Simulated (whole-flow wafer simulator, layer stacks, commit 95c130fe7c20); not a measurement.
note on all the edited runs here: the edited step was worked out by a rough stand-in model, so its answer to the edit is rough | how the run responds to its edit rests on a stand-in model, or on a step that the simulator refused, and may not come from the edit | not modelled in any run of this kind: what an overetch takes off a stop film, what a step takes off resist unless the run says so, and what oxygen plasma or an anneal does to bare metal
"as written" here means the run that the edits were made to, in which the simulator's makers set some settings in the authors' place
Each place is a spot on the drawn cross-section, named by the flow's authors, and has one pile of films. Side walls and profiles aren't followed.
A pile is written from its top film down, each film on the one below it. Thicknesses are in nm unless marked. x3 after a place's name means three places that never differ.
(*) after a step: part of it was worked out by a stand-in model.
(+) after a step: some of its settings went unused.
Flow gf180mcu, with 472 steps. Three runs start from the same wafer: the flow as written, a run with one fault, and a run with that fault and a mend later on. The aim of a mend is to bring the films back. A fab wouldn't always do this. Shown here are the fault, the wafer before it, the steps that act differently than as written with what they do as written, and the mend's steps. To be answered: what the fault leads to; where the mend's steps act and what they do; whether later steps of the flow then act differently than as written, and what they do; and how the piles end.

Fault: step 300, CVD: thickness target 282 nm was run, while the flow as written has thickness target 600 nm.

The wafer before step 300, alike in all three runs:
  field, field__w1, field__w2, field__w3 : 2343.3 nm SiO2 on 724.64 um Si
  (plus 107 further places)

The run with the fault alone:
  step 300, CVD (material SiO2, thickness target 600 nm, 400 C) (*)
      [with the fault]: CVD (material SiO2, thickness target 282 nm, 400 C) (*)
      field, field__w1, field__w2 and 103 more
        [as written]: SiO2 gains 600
        [with the fault]: SiO2 gains 282
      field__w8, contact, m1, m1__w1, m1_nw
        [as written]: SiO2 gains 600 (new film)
        [with the fault]: SiO2 gains 282 (new film)
  Later steps of the flow acting differently than as written (not shown: 14 more steps that differ only slightly, by at most 2% or 0.5 nm, whichever is larger):
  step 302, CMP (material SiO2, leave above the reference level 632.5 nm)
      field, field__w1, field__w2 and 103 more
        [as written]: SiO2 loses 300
        [with the fault]: nothing
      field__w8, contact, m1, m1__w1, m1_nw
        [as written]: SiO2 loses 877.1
        [with the fault]: SiO2 loses 559.1
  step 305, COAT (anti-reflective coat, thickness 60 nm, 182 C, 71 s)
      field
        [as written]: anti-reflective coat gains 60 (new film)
        [with the fault]: anti-reflective coat gains 67 (new film)
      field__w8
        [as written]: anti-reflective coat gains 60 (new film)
        [with the fault]: anti-reflective coat gains 49.6 (new film)
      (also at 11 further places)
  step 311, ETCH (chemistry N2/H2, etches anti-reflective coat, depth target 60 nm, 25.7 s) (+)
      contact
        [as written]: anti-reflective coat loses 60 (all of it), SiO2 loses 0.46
        [with the fault]: anti-reflective coat loses 49.5 (all of it), SiO2 loses 0.73
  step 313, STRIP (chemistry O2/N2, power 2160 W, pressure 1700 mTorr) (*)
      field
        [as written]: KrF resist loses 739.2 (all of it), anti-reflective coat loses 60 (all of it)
        [with the fault]: KrF resist loses 735.5 (all of it), anti-reflective coat loses 67 (all of it)
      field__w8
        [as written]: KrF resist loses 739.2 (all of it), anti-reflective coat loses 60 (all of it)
        [with the fault]: KrF resist loses 737.5 (all of it), anti-reflective coat loses 49.6 (all of it)
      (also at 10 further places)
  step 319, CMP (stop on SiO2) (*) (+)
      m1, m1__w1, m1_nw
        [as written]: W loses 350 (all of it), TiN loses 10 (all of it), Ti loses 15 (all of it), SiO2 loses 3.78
        [with the fault]: W loses 350 (all of it), TiN loses 10 (all of it), Ti loses 15 (all of it), SiO2 loses 4.63
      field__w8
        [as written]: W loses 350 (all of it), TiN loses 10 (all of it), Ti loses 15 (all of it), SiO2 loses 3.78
        [with the fault]: W loses 350 (all of it), TiN loses 10 (all of it), Ti loses 15 (all of it), SiO2 loses 4.64
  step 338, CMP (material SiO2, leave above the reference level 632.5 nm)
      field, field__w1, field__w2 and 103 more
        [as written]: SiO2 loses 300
        [with the fault]: SiO2 loses 282.8
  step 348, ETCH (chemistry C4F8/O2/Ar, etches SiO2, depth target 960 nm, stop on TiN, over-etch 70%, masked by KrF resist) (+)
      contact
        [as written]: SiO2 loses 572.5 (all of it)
        [with the fault]: SiO2 loses 589.6 (all of it)
  By the end, the piles at contact depart from the flow's by more than 2% or 0.5 nm, whichever is larger.
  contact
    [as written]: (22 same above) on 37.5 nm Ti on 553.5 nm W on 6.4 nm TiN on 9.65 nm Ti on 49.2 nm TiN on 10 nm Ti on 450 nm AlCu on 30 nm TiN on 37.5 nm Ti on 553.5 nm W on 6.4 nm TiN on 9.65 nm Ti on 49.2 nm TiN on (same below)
    [with the fault]: (22 same above) on 37.5 nm Ti on 570.8 nm W on 6.34 nm TiN on 9.56 nm Ti on 49.2 nm TiN on 10 nm Ti on 450 nm AlCu on 30 nm TiN on 37.5 nm Ti on 535.3 nm W on 6.47 nm TiN on 9.75 nm Ti on 49.2 nm TiN on (same below)

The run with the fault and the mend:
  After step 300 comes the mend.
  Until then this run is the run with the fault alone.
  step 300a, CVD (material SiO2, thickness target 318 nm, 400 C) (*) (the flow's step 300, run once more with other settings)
      field, field__w1, field__w2 and 108 more
        SiO2 gains 318
  None of the later steps of the flow acts differently than as written at any place that is followed.
  The piles end the same as the flow's at every place that both follow.
